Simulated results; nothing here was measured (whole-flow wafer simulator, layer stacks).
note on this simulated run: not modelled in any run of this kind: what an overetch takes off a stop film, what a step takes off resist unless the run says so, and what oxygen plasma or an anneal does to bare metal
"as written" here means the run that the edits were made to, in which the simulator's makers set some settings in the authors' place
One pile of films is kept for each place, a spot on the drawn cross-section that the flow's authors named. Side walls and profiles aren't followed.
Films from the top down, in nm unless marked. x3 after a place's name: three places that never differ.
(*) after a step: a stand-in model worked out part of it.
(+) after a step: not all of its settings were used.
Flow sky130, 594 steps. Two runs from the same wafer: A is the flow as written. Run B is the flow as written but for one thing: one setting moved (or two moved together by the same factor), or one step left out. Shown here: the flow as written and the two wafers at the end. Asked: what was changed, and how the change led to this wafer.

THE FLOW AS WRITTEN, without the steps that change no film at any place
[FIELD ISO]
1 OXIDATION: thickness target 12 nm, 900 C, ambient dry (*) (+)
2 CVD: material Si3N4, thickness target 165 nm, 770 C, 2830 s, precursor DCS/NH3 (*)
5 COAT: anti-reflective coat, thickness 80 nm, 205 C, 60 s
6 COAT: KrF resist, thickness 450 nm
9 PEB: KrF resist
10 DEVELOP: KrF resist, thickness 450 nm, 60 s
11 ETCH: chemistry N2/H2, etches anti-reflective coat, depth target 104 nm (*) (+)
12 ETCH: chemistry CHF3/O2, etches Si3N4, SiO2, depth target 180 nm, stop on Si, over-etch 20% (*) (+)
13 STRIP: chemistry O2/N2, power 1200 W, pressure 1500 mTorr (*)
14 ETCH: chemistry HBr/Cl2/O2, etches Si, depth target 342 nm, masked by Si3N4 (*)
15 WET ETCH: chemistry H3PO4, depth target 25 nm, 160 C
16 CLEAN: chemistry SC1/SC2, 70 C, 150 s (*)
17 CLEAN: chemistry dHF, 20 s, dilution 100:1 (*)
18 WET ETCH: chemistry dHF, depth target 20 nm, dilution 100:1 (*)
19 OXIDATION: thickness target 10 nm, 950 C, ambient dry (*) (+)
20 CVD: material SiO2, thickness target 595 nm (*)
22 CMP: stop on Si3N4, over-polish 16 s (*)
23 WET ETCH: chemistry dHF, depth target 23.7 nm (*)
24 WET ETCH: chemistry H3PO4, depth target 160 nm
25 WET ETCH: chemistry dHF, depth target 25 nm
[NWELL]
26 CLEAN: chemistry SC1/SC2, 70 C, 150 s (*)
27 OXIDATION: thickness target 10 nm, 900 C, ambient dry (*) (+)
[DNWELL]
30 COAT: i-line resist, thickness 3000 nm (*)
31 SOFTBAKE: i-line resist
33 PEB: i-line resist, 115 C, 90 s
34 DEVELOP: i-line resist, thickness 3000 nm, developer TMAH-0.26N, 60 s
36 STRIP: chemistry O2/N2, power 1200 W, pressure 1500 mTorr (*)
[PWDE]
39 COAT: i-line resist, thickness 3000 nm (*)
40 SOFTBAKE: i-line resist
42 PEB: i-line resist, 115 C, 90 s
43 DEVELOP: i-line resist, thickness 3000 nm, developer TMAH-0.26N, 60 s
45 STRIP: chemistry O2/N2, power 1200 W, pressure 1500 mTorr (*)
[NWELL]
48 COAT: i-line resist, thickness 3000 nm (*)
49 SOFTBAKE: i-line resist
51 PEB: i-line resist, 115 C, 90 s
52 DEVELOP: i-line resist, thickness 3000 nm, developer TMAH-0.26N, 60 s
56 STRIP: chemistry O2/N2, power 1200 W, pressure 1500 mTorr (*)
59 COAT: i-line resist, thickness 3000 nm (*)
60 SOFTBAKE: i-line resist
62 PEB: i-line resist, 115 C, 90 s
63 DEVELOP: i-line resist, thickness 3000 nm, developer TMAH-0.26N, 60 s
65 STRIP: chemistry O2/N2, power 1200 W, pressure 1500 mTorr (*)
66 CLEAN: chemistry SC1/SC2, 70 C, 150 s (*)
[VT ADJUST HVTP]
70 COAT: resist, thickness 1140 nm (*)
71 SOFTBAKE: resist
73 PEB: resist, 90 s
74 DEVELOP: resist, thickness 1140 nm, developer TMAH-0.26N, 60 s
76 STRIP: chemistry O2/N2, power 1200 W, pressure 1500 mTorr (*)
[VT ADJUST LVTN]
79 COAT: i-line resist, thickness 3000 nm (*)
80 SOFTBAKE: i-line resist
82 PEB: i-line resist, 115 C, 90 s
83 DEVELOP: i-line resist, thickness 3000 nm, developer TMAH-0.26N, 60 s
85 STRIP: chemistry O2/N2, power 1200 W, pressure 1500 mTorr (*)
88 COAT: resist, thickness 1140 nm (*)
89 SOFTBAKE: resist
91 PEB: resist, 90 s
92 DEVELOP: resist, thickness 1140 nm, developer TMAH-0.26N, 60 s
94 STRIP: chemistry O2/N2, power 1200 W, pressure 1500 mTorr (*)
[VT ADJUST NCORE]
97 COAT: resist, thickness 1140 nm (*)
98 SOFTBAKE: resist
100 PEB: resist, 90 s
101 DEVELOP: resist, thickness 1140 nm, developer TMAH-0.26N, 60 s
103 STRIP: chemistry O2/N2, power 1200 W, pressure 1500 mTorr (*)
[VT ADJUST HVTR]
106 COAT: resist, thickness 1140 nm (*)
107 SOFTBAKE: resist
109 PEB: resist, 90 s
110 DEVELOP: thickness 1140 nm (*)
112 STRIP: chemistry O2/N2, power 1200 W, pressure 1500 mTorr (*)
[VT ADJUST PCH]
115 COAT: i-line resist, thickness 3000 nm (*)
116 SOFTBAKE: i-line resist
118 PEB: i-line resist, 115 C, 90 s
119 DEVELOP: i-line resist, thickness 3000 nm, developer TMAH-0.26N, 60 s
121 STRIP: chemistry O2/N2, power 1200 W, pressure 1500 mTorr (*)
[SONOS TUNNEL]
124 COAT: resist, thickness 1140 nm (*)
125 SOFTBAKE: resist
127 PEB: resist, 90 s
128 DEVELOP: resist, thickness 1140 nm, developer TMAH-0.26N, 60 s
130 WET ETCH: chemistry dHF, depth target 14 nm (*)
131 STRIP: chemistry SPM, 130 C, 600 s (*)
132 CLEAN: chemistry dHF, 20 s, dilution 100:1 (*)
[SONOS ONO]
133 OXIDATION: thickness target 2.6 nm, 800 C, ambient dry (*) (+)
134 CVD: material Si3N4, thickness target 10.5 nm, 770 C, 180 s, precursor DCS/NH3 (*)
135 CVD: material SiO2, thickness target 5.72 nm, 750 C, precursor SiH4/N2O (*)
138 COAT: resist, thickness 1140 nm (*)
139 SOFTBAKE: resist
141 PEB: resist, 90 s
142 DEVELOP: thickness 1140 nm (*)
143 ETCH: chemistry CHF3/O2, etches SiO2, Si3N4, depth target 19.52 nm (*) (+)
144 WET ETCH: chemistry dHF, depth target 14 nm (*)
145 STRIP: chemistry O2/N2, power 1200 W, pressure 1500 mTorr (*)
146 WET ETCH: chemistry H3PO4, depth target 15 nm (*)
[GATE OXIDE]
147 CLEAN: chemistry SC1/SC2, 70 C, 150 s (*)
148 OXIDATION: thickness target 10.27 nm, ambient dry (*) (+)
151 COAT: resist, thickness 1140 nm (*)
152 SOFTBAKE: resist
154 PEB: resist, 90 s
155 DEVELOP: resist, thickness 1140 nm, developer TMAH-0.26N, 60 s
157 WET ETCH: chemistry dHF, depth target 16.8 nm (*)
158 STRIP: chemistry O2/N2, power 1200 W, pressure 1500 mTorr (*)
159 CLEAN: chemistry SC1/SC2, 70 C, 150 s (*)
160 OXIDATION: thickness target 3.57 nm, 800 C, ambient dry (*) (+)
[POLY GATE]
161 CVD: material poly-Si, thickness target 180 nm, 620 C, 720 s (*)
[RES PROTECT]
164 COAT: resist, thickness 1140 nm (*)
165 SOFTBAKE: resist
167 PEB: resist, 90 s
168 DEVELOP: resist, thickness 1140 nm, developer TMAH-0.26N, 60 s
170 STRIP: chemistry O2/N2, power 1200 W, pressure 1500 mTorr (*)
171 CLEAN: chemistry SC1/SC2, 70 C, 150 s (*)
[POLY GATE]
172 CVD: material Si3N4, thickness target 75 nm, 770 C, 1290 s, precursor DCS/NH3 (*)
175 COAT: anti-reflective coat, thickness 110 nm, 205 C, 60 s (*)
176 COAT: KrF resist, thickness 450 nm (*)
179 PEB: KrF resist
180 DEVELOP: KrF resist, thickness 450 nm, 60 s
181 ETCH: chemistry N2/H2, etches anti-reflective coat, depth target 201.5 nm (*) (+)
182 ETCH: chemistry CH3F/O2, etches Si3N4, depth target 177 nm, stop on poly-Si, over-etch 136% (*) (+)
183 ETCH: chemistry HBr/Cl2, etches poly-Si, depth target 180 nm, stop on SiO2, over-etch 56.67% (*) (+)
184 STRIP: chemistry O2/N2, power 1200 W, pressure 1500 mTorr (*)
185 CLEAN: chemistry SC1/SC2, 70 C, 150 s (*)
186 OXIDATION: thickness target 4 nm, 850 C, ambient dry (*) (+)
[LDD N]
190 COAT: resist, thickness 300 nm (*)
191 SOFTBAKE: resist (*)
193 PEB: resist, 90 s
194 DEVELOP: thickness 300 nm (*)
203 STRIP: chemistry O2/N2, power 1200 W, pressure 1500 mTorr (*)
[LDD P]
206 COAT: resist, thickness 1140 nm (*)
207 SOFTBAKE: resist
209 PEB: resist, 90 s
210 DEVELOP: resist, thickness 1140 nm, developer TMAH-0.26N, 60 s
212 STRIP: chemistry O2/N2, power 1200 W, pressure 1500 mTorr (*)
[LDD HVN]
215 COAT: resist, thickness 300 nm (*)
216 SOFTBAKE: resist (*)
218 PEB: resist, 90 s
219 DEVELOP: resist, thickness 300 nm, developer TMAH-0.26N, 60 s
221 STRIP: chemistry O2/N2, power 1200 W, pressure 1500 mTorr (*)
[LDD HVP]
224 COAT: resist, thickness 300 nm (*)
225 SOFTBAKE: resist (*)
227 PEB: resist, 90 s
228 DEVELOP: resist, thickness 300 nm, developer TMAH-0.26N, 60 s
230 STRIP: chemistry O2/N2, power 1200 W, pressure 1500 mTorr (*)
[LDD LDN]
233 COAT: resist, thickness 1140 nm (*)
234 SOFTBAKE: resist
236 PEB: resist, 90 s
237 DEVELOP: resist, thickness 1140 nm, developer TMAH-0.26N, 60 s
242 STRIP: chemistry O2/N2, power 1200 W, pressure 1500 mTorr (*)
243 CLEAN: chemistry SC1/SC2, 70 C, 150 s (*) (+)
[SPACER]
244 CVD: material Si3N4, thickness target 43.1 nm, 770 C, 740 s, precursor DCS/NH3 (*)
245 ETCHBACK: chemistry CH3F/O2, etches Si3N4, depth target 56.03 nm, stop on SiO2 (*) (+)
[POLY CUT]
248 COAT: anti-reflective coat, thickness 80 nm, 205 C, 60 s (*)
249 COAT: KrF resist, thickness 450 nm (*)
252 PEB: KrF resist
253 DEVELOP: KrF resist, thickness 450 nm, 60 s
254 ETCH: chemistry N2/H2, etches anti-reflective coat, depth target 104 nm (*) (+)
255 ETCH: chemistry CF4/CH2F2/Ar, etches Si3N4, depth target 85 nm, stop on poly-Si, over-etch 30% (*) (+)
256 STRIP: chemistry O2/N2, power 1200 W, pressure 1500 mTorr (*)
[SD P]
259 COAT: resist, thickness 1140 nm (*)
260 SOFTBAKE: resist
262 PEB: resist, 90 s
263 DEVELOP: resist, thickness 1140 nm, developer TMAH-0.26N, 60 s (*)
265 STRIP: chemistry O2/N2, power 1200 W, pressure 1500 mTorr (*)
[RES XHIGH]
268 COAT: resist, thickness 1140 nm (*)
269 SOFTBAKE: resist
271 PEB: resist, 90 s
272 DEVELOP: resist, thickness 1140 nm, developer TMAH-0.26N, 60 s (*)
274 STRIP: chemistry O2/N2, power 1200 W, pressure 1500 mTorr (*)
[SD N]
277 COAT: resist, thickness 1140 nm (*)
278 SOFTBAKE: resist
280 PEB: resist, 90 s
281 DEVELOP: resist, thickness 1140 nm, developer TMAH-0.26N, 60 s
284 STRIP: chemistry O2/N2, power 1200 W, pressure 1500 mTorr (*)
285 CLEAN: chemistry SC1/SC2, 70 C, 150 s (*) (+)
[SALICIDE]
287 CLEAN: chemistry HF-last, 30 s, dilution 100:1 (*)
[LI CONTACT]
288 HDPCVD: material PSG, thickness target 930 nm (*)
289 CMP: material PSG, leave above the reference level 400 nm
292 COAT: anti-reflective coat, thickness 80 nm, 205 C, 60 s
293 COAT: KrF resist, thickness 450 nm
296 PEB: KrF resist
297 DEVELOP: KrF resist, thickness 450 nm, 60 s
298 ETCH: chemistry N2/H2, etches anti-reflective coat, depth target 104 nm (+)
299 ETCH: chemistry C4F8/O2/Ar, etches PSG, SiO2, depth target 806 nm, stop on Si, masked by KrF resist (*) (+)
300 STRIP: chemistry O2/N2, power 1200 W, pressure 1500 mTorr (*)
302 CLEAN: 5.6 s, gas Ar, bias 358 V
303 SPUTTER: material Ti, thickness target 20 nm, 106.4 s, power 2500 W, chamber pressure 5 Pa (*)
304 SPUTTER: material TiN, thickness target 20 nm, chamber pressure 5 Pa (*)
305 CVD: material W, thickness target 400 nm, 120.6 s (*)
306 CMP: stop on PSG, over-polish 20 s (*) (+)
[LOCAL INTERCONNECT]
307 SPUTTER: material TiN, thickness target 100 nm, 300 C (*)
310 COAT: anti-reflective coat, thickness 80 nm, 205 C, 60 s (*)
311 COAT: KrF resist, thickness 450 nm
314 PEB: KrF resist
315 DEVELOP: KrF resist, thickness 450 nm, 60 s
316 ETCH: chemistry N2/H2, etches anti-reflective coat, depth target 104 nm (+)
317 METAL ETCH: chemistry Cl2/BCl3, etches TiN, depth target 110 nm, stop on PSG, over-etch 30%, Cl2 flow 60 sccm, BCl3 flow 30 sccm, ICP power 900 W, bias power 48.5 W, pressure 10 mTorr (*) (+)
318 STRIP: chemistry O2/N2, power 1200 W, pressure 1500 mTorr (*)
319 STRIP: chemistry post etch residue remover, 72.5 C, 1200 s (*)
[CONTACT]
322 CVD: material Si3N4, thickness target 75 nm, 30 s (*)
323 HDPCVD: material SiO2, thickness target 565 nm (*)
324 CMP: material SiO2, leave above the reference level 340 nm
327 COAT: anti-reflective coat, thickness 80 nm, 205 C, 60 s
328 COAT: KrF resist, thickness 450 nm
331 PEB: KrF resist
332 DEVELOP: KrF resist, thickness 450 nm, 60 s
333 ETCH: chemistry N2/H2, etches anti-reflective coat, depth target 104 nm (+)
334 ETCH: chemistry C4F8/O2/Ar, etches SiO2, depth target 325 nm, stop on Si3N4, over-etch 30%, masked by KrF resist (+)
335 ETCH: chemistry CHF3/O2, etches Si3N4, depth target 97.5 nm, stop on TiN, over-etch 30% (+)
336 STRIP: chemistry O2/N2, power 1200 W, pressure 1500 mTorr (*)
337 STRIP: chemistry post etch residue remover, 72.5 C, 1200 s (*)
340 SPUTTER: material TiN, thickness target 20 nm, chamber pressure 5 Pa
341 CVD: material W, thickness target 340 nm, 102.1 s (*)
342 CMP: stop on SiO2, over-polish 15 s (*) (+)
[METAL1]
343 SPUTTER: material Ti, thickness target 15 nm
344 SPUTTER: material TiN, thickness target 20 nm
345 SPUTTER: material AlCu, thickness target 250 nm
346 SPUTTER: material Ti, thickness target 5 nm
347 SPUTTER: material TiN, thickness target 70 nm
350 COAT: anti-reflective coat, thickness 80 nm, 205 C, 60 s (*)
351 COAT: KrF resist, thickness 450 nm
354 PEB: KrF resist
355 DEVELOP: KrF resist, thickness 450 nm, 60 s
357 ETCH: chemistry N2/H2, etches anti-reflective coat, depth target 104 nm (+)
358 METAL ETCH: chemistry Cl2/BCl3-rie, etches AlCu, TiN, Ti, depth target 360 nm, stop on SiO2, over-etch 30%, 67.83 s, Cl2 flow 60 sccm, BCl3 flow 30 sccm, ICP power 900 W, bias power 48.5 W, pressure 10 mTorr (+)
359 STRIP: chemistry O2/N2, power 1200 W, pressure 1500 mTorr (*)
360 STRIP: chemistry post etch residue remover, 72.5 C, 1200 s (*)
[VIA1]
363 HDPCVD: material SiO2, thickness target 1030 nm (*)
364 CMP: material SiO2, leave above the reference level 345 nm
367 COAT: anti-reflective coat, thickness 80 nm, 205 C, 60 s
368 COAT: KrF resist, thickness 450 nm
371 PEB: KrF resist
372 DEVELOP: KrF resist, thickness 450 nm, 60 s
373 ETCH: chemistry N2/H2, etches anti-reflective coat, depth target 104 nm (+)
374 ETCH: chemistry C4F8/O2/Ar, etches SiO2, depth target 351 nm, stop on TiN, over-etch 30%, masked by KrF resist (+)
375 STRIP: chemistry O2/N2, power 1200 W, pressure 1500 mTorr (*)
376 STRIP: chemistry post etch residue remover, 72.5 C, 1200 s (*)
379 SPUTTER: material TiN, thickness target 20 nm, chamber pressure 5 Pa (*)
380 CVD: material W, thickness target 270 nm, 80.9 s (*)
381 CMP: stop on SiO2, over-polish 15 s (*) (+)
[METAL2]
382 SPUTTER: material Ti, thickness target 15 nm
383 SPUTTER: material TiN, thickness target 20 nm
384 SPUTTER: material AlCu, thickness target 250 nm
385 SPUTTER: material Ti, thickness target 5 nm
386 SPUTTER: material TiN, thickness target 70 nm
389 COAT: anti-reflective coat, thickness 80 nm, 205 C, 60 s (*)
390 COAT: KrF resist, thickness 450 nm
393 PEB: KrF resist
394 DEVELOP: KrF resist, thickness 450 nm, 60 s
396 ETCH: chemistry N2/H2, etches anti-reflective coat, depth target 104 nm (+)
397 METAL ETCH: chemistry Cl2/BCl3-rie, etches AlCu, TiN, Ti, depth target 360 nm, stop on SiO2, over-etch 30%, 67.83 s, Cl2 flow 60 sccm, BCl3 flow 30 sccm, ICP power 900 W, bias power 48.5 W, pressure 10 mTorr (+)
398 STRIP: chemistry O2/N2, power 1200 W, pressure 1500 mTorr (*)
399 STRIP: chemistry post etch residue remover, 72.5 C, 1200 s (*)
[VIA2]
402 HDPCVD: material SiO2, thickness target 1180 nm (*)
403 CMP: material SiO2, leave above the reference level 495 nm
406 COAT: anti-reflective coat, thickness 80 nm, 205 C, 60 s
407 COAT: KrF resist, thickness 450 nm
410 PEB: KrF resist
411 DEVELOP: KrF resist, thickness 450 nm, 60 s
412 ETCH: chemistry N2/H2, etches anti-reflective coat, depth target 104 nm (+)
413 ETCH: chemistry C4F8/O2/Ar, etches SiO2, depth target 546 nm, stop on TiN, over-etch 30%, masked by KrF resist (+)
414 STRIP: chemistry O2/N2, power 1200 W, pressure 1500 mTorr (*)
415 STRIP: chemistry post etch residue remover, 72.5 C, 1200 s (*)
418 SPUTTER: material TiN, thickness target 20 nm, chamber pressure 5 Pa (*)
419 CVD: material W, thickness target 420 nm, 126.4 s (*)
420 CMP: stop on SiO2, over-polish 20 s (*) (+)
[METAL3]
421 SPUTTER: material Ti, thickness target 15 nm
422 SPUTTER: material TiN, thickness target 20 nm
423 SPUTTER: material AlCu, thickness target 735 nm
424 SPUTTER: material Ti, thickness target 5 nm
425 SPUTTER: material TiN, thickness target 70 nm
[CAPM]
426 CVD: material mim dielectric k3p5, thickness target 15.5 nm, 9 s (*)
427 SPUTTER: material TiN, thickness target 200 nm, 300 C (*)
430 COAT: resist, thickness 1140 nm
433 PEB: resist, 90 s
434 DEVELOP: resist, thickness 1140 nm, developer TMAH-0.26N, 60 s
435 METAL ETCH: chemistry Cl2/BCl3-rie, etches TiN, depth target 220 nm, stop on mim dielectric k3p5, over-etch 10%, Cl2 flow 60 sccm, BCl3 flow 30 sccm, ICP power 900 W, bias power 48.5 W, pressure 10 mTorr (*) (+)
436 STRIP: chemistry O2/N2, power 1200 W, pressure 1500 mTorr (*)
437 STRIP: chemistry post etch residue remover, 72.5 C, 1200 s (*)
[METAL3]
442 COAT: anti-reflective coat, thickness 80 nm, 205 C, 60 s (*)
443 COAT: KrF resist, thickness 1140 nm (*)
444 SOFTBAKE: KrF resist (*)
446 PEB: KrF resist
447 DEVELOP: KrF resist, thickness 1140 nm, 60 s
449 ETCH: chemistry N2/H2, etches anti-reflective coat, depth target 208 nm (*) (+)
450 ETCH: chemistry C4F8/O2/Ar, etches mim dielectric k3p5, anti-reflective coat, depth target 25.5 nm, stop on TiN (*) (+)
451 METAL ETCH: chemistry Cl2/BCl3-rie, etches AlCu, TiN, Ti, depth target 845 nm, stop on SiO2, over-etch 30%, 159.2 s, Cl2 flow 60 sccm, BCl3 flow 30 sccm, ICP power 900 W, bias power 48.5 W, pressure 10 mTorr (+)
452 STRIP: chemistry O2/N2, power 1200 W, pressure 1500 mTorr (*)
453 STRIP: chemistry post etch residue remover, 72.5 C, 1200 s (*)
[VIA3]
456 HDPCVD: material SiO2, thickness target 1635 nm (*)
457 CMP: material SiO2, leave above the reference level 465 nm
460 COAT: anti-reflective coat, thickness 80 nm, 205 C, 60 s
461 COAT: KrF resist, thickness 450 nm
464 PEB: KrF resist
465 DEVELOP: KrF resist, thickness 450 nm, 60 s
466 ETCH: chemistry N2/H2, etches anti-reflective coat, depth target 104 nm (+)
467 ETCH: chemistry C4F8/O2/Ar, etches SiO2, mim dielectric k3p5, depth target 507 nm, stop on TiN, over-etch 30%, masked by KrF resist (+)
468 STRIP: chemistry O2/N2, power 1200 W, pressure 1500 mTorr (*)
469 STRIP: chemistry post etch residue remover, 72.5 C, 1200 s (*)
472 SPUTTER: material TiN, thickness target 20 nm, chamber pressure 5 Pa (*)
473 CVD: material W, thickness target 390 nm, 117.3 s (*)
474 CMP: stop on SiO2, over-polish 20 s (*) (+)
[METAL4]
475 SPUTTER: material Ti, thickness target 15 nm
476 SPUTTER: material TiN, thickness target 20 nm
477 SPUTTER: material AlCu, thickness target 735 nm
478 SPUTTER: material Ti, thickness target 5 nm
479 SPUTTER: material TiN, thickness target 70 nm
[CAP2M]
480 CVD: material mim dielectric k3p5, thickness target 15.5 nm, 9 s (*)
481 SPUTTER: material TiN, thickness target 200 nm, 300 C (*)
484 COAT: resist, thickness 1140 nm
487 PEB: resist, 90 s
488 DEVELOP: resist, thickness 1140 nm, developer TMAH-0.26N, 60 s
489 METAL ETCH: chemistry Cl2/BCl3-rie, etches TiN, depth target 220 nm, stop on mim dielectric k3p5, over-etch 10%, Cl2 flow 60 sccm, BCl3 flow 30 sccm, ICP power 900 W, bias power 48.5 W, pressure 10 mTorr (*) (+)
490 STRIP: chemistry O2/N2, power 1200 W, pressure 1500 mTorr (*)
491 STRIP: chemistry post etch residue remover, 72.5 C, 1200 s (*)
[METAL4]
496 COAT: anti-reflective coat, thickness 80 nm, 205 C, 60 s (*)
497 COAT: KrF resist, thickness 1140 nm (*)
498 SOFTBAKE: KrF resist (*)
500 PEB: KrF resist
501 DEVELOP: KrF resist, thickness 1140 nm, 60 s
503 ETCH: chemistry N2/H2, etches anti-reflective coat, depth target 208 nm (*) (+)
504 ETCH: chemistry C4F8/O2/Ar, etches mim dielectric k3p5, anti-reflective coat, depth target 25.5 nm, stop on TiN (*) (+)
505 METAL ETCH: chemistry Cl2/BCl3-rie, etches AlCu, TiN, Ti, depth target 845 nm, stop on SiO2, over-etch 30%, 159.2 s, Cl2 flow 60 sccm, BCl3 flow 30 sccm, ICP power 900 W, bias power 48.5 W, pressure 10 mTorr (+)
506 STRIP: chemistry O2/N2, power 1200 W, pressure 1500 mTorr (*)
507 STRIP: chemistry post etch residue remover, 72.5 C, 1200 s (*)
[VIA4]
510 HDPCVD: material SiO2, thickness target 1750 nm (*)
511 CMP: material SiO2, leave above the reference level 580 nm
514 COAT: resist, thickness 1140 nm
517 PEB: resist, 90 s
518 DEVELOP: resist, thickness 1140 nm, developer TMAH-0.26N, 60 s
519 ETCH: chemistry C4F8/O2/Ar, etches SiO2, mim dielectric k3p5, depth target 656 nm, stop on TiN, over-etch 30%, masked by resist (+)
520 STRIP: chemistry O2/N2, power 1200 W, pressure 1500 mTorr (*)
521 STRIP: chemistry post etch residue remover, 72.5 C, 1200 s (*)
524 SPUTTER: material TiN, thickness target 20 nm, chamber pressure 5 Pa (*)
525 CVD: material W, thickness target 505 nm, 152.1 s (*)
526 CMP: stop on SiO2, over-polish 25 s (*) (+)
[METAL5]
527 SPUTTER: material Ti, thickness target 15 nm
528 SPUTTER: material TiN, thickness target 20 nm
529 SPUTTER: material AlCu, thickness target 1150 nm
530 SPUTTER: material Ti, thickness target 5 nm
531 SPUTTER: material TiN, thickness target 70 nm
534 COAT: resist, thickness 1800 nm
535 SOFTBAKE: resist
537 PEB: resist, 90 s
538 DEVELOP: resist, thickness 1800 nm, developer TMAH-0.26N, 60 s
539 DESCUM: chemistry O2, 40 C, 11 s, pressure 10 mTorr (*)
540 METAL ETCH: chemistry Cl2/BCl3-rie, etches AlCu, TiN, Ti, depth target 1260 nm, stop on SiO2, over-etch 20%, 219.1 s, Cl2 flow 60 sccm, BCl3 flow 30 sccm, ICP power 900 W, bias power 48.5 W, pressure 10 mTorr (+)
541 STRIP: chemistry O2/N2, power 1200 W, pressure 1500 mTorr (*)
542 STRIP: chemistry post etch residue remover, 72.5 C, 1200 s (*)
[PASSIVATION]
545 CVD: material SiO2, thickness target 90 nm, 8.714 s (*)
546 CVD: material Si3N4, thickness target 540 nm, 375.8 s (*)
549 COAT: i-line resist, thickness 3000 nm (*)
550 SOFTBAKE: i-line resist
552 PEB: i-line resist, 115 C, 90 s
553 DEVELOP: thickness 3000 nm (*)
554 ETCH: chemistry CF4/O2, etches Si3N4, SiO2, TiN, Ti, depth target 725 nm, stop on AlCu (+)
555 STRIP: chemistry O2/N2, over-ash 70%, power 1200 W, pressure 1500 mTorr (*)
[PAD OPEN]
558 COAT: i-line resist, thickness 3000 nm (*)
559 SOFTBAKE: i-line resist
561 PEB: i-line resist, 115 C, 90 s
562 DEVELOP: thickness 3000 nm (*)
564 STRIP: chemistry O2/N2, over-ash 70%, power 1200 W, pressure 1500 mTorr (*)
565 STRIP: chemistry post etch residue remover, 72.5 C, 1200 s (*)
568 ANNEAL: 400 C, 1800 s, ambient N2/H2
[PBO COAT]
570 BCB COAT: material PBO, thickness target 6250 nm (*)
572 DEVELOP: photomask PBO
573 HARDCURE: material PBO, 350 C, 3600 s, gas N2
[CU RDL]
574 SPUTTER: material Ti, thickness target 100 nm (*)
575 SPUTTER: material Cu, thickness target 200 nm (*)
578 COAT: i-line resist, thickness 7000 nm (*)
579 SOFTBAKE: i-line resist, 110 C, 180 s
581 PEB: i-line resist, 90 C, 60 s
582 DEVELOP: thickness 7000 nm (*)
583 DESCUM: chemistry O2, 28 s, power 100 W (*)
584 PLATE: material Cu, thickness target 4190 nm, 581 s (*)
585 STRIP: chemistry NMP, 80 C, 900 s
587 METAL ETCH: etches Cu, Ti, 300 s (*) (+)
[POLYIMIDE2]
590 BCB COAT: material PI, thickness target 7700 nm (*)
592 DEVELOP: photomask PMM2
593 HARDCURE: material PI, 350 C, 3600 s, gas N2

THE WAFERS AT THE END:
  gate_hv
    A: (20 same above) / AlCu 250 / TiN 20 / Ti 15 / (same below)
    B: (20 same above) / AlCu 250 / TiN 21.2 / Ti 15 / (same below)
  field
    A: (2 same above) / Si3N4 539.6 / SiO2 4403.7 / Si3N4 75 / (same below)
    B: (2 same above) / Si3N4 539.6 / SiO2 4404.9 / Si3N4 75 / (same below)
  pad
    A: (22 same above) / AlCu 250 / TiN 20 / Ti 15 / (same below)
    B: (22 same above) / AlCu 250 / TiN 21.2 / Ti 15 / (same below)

The cause: step 383, SPUTTER: thickness target 21.2 nm was run, where the flow has thickness target 20 nm.
It can be read off the wafer: gate_hv has TiN 21.2, and step 383 as written asks for 20 nm.

How the change led to this, step by step:
  383 SPUTTER: material TiN, thickness target 20 nm
      field, active, n_well and 188 more: A TiN +20 (new film) | B TiN +21.2 (new film)
  397 METAL ETCH: chemistry Cl2/BCl3-rie, etches AlCu, TiN, Ti, depth target 360 nm, stop on SiO2, over-etch 30%, 67.83 s, Cl2 flow 60 sccm, BCl3 flow 30 sccm, ICP power 900 W, bias power 48.5 W, pressure 10 mTorr (+)
      field, active, gate and 82 more: A TiN -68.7 (all of it), Ti -5 (all of it), AlCu -250 (all of it), TiN -20 (all of it), Ti -15 (all of it), SiO2 -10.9 | B TiN -68.7 (all of it), Ti -5 (all of it), AlCu -250 (all of it), TiN -21.2 (all of it), Ti -15 (all of it), SiO2 -10.8
